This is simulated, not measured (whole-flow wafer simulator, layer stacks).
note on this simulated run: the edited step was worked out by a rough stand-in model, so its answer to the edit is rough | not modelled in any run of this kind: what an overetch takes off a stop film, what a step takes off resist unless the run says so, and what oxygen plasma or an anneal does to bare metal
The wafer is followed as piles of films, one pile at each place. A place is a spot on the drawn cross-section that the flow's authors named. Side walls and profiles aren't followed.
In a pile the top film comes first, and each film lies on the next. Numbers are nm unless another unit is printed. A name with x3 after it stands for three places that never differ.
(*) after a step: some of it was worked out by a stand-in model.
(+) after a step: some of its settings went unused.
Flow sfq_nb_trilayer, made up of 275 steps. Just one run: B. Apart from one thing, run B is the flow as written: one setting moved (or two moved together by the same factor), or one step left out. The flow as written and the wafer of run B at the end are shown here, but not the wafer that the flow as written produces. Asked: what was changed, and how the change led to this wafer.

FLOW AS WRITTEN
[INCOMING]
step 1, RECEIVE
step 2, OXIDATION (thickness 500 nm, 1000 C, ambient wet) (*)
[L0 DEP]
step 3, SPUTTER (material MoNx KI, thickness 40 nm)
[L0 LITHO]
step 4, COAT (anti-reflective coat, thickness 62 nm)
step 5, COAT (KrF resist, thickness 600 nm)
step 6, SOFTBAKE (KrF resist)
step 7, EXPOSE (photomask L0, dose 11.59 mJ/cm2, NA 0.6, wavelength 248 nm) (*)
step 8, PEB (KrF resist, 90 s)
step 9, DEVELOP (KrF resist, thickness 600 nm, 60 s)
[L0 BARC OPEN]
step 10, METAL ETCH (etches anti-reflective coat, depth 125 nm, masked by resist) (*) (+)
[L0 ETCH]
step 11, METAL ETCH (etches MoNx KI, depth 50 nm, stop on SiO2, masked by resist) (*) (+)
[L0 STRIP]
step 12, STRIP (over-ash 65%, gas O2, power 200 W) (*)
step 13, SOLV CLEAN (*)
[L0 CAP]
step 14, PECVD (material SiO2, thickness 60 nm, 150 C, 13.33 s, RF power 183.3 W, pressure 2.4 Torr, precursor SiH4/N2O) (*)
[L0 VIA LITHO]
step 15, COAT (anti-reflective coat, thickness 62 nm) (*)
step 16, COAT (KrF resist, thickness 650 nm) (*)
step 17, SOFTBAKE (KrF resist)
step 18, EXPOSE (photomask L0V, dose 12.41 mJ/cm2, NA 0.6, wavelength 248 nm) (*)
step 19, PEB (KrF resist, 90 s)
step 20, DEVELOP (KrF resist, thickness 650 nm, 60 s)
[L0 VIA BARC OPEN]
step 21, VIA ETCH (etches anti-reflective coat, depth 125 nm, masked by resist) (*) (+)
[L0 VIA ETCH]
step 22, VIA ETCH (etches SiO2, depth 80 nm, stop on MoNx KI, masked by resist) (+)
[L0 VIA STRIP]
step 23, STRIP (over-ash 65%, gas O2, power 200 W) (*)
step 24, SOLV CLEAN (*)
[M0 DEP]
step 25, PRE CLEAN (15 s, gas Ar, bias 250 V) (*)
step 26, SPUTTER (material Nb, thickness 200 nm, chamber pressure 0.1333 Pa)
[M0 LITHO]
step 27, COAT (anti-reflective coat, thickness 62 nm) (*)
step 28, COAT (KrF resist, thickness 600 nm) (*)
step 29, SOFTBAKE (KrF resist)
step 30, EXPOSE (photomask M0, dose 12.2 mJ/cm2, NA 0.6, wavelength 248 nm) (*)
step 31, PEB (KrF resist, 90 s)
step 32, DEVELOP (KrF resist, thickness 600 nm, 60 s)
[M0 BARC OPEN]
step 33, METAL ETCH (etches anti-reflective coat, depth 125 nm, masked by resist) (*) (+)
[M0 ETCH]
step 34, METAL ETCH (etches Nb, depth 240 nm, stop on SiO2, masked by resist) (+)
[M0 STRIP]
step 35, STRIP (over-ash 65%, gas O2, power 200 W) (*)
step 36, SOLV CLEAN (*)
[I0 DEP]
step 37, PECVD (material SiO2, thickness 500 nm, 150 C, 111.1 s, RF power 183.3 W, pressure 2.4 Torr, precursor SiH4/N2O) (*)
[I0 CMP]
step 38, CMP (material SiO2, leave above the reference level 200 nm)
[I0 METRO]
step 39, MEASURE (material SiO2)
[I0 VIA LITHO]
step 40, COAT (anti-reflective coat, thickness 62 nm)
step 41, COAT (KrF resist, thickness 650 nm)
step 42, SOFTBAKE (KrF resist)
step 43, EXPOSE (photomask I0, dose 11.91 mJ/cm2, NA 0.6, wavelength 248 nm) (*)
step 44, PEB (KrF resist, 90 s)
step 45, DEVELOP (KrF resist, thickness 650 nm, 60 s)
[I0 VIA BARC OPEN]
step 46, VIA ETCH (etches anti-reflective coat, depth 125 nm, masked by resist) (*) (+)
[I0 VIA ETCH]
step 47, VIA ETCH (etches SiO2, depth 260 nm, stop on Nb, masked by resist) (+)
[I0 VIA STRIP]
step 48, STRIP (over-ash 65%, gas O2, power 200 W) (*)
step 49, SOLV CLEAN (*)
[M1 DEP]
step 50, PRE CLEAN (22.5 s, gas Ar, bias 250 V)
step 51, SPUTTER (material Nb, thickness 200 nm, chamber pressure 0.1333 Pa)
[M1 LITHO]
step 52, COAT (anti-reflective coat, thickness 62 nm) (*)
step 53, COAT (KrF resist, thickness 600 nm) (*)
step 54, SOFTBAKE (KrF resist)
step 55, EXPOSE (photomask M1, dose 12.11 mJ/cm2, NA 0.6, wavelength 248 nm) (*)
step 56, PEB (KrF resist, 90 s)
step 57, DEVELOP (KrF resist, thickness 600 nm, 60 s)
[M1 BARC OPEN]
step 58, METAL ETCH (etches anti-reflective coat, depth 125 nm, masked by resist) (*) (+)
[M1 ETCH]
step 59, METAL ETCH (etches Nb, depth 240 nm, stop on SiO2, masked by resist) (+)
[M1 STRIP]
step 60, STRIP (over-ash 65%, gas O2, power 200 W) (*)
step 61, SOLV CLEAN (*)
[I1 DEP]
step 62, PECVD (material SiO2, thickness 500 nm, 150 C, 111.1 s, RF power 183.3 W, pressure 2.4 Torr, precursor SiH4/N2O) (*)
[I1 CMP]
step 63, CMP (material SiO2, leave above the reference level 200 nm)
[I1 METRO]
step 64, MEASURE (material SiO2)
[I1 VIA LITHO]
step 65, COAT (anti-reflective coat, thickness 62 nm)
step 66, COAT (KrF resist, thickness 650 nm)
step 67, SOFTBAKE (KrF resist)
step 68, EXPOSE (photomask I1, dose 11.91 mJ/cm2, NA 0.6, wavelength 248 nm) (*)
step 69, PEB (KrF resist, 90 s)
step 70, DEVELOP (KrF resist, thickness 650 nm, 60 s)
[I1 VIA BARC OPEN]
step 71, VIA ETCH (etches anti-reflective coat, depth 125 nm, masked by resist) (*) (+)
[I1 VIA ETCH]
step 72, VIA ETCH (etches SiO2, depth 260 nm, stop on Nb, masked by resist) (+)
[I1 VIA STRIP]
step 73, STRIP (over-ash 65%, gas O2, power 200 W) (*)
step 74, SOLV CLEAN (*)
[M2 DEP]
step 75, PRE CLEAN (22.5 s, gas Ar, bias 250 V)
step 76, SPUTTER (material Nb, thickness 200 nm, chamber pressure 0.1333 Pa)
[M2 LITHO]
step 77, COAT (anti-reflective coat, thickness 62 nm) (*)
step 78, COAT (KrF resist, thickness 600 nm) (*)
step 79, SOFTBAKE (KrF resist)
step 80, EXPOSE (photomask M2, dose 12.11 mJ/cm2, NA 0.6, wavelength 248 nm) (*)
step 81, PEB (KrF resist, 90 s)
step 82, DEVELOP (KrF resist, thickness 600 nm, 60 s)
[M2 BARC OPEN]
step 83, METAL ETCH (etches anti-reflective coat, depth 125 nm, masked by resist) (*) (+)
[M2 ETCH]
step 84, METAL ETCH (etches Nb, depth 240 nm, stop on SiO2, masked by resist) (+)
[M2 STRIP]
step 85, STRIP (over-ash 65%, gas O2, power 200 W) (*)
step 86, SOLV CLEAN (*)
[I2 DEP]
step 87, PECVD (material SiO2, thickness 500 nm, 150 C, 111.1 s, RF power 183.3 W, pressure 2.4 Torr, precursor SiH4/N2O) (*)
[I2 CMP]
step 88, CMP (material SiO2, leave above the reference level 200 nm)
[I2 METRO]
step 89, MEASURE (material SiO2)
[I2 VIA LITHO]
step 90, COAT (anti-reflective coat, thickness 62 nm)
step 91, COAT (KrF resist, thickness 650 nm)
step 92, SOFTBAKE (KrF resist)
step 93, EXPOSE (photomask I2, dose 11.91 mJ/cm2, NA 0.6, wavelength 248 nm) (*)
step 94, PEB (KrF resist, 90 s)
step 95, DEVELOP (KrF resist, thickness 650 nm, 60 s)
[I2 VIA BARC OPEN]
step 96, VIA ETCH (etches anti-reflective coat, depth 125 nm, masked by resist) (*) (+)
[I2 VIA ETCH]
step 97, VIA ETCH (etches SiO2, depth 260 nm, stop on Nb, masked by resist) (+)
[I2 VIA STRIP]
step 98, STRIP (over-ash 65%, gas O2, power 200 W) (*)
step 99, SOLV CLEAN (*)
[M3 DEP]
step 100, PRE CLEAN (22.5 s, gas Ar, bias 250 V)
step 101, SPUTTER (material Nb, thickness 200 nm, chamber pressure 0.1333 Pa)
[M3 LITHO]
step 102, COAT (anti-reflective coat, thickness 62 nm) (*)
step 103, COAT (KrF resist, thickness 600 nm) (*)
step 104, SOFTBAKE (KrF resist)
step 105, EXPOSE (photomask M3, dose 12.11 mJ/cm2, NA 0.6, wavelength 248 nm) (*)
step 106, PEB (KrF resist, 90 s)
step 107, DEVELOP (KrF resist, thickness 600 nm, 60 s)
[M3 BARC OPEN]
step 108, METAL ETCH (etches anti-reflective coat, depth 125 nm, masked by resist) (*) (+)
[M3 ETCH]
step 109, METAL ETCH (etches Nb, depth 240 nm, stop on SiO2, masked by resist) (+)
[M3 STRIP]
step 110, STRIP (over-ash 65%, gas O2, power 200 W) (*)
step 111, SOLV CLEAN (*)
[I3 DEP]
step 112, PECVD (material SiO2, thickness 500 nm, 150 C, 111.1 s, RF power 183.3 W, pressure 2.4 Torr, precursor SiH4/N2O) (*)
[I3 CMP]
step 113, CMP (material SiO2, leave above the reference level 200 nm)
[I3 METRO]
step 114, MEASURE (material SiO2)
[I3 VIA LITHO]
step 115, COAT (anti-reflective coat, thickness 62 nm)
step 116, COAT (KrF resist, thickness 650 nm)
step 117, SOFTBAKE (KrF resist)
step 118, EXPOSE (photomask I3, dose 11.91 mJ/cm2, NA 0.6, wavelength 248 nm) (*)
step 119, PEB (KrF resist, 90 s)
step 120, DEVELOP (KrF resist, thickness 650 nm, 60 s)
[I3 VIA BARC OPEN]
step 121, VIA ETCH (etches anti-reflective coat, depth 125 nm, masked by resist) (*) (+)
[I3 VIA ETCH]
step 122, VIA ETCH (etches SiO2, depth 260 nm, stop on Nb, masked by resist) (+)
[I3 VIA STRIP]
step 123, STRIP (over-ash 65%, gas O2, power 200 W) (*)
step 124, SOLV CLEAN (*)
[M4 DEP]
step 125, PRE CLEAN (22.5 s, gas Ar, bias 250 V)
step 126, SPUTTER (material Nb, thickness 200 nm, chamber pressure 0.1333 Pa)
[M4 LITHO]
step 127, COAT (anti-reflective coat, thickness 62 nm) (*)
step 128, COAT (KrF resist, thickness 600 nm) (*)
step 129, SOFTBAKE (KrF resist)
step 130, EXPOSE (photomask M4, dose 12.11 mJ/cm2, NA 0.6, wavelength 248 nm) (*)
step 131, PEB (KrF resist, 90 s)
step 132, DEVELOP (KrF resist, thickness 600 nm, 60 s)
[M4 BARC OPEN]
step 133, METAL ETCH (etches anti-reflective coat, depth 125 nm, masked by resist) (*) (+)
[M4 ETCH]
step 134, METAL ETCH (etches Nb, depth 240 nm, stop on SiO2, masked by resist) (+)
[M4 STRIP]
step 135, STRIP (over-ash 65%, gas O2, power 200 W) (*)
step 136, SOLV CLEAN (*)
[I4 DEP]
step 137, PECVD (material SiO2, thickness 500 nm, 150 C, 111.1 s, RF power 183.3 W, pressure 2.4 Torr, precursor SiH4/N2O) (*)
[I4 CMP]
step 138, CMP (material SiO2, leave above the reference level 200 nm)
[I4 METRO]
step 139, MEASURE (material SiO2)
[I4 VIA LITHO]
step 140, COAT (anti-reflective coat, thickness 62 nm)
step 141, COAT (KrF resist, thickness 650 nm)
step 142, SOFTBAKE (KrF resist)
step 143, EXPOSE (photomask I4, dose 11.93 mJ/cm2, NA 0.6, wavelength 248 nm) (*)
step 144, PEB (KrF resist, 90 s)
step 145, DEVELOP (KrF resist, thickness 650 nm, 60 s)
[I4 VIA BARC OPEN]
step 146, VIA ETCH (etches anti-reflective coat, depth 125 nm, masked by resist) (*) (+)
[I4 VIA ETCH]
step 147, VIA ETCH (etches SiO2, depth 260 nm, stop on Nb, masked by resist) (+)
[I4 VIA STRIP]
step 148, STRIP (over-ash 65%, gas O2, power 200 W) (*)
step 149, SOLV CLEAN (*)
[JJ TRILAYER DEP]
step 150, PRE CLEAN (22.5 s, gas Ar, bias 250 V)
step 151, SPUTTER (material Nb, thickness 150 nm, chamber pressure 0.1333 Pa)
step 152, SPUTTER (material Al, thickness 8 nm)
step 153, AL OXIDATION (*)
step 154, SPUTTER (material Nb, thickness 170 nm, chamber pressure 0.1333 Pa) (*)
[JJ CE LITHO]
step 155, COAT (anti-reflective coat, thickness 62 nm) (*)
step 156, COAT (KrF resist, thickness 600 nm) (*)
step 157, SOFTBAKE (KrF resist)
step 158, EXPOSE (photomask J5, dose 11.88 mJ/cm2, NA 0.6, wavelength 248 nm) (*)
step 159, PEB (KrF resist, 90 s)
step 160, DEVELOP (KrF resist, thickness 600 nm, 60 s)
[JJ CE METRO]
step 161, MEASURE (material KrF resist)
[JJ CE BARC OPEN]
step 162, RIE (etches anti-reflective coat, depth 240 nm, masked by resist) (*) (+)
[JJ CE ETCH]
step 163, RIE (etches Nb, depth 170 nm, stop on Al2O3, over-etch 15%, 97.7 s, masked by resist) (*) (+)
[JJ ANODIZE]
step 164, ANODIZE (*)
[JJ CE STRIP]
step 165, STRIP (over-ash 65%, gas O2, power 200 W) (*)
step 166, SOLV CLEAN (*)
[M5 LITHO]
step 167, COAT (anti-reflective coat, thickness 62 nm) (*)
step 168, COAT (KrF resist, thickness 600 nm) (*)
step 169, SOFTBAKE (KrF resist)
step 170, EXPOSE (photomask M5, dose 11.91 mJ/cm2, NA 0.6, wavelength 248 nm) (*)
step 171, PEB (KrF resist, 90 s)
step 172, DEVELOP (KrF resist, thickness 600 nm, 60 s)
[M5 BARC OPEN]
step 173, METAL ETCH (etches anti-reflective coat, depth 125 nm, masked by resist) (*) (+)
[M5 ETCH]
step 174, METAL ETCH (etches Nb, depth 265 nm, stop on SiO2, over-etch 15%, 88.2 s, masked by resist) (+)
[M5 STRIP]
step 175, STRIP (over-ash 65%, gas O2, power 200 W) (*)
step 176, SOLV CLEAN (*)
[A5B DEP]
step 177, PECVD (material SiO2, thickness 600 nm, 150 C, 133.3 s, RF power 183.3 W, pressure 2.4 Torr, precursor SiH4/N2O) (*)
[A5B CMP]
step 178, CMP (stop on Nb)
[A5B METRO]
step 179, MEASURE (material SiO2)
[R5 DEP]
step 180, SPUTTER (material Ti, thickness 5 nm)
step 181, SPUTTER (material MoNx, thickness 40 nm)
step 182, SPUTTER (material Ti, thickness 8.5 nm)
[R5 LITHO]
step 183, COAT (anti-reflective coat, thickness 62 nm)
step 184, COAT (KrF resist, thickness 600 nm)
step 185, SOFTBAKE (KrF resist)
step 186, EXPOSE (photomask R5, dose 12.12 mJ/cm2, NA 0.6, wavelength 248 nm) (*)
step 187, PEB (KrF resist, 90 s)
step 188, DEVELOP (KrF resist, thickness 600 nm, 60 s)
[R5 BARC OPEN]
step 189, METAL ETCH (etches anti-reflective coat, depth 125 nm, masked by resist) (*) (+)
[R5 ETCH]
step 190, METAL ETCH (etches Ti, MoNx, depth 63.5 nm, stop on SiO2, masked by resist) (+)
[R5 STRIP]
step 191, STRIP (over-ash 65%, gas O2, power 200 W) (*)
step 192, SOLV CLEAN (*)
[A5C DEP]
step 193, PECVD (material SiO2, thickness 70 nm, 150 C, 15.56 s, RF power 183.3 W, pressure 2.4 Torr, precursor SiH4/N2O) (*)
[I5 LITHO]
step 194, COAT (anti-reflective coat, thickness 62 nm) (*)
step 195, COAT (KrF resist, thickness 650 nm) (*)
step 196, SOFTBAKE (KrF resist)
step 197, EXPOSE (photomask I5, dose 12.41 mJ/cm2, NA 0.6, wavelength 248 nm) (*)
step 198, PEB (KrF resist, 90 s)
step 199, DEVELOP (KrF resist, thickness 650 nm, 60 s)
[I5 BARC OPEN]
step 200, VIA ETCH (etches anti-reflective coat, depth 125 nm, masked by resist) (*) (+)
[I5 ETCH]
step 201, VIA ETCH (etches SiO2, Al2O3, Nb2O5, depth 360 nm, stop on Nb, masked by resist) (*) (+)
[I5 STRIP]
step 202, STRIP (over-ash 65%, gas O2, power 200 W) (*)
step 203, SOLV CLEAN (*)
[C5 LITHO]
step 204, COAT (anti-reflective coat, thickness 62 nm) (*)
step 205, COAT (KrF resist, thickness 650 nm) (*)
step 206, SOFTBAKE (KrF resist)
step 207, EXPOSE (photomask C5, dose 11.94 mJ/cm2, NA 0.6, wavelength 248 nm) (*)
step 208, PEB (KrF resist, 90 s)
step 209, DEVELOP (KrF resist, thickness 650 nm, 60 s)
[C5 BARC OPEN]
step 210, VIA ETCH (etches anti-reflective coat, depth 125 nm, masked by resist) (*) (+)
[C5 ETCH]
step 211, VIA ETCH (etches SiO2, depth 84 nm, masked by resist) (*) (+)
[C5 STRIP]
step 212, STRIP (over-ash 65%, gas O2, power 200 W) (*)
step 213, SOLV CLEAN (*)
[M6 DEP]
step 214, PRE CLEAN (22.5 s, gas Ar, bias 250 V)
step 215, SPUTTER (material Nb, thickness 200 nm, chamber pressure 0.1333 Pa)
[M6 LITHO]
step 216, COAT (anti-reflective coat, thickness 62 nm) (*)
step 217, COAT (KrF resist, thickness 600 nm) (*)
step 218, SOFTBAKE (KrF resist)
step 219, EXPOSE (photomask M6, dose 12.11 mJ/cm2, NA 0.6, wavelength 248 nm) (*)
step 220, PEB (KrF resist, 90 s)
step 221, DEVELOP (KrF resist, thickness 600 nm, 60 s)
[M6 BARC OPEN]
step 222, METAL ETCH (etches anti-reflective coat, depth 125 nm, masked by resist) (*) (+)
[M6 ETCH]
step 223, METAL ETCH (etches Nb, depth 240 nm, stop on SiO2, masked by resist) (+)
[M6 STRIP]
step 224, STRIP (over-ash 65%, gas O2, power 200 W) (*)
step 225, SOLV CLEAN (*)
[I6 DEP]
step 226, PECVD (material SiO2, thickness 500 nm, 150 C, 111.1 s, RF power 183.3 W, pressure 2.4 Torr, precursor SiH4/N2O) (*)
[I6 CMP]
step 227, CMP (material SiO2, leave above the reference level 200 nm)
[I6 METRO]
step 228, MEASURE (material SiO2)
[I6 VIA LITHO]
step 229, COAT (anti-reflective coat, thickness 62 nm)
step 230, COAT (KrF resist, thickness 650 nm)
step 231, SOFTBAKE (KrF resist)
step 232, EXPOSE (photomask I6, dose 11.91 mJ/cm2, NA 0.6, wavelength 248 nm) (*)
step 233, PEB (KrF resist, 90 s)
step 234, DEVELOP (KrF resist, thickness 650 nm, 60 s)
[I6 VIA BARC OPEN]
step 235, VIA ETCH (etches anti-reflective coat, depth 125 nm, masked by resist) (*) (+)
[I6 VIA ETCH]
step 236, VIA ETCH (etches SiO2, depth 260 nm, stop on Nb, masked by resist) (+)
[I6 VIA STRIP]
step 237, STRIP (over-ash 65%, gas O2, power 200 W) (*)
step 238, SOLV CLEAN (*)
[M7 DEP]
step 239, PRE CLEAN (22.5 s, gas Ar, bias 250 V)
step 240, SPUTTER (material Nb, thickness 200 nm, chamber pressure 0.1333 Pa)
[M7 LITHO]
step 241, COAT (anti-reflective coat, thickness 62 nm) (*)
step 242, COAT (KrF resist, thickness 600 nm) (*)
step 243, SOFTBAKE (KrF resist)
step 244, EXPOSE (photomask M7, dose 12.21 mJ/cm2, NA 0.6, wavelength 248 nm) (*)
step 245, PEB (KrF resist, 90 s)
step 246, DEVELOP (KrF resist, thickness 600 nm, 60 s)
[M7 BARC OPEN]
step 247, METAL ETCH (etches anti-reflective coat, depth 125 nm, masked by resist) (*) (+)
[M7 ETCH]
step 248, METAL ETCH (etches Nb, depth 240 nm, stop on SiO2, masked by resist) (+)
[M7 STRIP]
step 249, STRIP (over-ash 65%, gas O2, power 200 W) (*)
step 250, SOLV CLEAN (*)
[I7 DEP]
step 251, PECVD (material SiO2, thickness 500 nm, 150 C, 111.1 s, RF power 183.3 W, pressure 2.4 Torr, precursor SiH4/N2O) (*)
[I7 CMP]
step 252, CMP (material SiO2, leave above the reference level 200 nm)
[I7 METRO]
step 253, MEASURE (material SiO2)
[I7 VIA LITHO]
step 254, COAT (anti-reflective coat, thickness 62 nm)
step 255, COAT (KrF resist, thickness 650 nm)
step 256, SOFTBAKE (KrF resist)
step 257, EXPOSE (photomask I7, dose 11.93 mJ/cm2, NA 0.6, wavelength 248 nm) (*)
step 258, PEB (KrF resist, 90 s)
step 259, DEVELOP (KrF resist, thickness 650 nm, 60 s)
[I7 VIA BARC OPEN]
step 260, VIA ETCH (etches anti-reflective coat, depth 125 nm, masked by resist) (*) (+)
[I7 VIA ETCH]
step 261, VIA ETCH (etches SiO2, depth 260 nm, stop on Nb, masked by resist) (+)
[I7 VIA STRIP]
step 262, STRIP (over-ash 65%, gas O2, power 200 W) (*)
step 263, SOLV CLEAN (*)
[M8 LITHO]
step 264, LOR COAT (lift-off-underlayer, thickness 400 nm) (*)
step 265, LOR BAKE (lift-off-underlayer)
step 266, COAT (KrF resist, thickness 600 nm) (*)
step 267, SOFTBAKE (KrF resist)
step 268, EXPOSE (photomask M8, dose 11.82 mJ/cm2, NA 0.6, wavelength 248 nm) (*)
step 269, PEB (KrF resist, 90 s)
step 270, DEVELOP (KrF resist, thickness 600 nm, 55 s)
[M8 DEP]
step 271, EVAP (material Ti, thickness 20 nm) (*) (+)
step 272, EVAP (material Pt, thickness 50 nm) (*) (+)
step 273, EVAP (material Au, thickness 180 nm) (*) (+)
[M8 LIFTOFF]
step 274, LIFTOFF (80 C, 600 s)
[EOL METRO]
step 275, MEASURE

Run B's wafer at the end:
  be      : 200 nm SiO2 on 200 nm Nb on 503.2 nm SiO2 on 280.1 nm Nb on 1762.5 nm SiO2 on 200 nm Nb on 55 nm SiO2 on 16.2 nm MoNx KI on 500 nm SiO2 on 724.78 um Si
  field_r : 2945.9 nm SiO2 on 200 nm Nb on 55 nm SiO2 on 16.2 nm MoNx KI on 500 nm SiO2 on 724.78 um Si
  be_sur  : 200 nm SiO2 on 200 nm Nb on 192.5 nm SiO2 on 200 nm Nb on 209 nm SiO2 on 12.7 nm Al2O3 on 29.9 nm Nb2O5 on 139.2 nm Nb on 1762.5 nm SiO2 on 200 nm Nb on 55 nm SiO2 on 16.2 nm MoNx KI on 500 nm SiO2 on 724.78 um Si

What caused this: step 11, METAL ETCH: depth 23.8 nm was run, while the flow as written has depth 50 nm.

The path from the change to this, step by step:
  step 11, METAL ETCH (etches MoNx KI, depth 50 nm, stop on SiO2, masked by resist) (*) (+)
      v_sur, via_wl, via_w and 97 more: -23.8 MoNx KI (in the flow as written it would be: -40 MoNx KI (all of it))
      field_l, l0_sur, l0v, l0r_line_l, l0r_line_c, l0r_line_r: -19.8 KrF resist (in the flow as written it would be: -41.7 KrF resist)
  step 12, STRIP (over-ash 65%, gas O2, power 200 W) (*)
      field_l, l0_sur, l0v, l0r_line_l, l0r_line_c, l0r_line_r: -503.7 KrF resist (all of it), -62 anti-reflective coat (all of it) (in the flow as written it would be: -481.9 KrF resist (all of it), -62 anti-reflective coat (all of it))
  step 14, PECVD (material SiO2, thickness 60 nm, 150 C, 13.33 s, RF power 183.3 W, pressure 2.4 Torr, precursor SiH4/N2O) (*)
      v_sur, via_wl, via_w and 97 more: +60 SiO2 (new film) (in the flow as written it would be: +60 SiO2)
  step 15, COAT (anti-reflective coat, thickness 62 nm) (*)
      field_l: +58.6 anti-reflective coat (new film) (in the flow as written it would be: +56.7 anti-reflective coat (new film))
      v_sur: +68.2 anti-reflective coat (new film) (in the flow as written it would be: +72.2 anti-reflective coat (new film))
      (and at 3 other places as well)
  step 23, STRIP (over-ash 65%, gas O2, power 200 W) (*)
      field_l: -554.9 KrF resist (all of it), -58.6 anti-reflective coat (all of it) (in the flow as written it would be: -551.4 KrF resist (all of it), -56.7 anti-reflective coat (all of it))
      v_sur: -565.9 KrF resist (all of it), -68.2 anti-reflective coat (all of it) (in the flow as written it would be: -570.5 KrF resist (all of it), -72.2 anti-reflective coat (all of it))
      (and at 3 other places as well)
  step 27, COAT (anti-reflective coat, thickness 62 nm) (*)
      field_l: +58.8 anti-reflective coat (new film) (in the flow as written it would be: +56.9 anti-reflective coat (new film))
      v_sur: +68.1 anti-reflective coat (new film) (in the flow as written it would be: +72.3 anti-reflective coat (new film))
      (and at 3 other places as well)
  step 35, STRIP (over-ash 65%, gas O2, power 200 W) (*)
      field_l: -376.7 KrF resist (all of it), -58.8 anti-reflective coat (all of it) (in the flow as written it would be: -372.9 KrF resist (all of it), -56.9 anti-reflective coat (all of it))
      v_sur: -387.8 KrF resist (all of it), -68.1 anti-reflective coat (all of it) (in the flow as written it would be: -391.6 KrF resist (all of it), -72.3 anti-reflective coat (all of it))
      (and at 3 other places as well)
  step 38, CMP (material SiO2, leave above the reference level 200 nm)
      field_l, l0_sur, l0r_line_l, l0r_line_c, l0r_line_r: -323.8 SiO2 (in the flow as written it would be: -340 SiO2)
      l0v: -261.6 SiO2 (in the flow as written it would be: -277.8 SiO2)
If metal films that touch count as one body, be has 4 bodies (between them, from the top down: SiO2 503.2; SiO2 1762.5; SiO2 55); the flow as written gives 3 bodies (between them, from the top down: SiO2 503.2; SiO2 1762.5).
If metal films that touch count as one body, field_r has 2 bodies (between them, from the top down: SiO2 55); the flow as written gives 1 body.
If metal films that touch count as one body, be_sur has 5 bodies (between them, from the top down: SiO2 192.5; SiO2 209 / Al2O3 12.7 / Nb2O5 29.9; SiO2 1762.5; SiO2 55); the flow as written gives 4 bodies (between them, from the top down: SiO2 192.5; SiO2 209 / Al2O3 12.7 / Nb2O5 29.9; SiO2 1762.5).
